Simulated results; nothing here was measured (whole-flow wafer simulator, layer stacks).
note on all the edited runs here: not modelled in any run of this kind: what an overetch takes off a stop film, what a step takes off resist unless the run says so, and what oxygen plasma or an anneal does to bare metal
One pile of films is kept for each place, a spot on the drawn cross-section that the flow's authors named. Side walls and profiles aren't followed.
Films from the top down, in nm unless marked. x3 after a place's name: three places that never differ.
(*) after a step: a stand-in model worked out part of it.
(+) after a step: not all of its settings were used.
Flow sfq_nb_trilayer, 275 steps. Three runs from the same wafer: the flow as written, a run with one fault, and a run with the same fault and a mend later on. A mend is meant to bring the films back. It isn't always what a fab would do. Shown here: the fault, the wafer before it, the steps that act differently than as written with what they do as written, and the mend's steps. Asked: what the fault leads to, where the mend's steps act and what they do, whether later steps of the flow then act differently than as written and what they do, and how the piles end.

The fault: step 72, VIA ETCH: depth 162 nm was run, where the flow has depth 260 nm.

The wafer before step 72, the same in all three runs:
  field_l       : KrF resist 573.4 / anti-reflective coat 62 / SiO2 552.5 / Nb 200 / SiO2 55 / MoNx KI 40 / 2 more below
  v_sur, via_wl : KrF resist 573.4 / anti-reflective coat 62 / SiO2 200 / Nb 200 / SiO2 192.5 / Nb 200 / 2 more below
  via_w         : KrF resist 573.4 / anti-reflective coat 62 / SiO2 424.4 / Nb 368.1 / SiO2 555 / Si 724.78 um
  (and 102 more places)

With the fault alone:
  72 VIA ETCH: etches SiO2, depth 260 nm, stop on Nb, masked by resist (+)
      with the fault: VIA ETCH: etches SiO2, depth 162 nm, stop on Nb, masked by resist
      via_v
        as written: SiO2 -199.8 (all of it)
        with the fault: SiO2 -162
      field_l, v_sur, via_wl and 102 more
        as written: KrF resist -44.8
        with the fault: KrF resist -27.9
  Later steps of the flow that act differently than as written (5 more steps differ only slightly, by at most 2% or 0.5 nm, whichever is larger, and aren't shown):
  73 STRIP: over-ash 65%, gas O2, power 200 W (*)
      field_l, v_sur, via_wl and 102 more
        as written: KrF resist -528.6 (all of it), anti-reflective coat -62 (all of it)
        with the fault: KrF resist -545.5 (all of it), anti-reflective coat -62 (all of it)
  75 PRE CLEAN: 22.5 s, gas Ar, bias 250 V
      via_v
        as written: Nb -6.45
        with the fault: SiO2 -7.5
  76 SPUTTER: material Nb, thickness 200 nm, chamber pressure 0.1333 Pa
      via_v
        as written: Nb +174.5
        with the fault: Nb +182.1 (new film)
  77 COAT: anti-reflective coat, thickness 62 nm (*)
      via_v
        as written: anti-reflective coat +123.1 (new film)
        with the fault: anti-reflective coat +113.7 (new film)
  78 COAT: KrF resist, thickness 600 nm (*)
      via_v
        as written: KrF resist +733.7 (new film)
        with the fault: KrF resist +704.4 (new film)
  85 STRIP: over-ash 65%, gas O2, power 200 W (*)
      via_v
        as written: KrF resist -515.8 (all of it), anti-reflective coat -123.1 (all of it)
        with the fault: KrF resist -486.5 (all of it), anti-reflective coat -113.7 (all of it)
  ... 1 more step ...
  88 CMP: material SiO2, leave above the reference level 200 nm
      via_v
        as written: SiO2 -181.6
        with the fault: SiO2 -157.1
  At the end the piles differ from the flow's by more than 2% or 0.5 nm, whichever is larger, at via_v.
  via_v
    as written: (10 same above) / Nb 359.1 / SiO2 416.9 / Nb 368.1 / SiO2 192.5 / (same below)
    with the fault: (10 same above) / Nb 359.1 / SiO2 372.6 / Nb 182.1 / SiO2 30.3 / Nb 200 / SiO2 192.5 / (same below)

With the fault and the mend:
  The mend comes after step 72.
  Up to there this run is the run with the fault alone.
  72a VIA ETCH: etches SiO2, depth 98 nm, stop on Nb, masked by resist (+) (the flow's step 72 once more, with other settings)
      field_l, v_sur, via_wl and 102 more
        KrF resist -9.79
      via_v
        SiO2 -37.8 (all of it)
  No later step of the flow acts differently than as written, at any place that is followed, by more than 2% or 0.5 nm, whichever is larger.
  At the end the piles are the same as the flow's at every place that both follow.
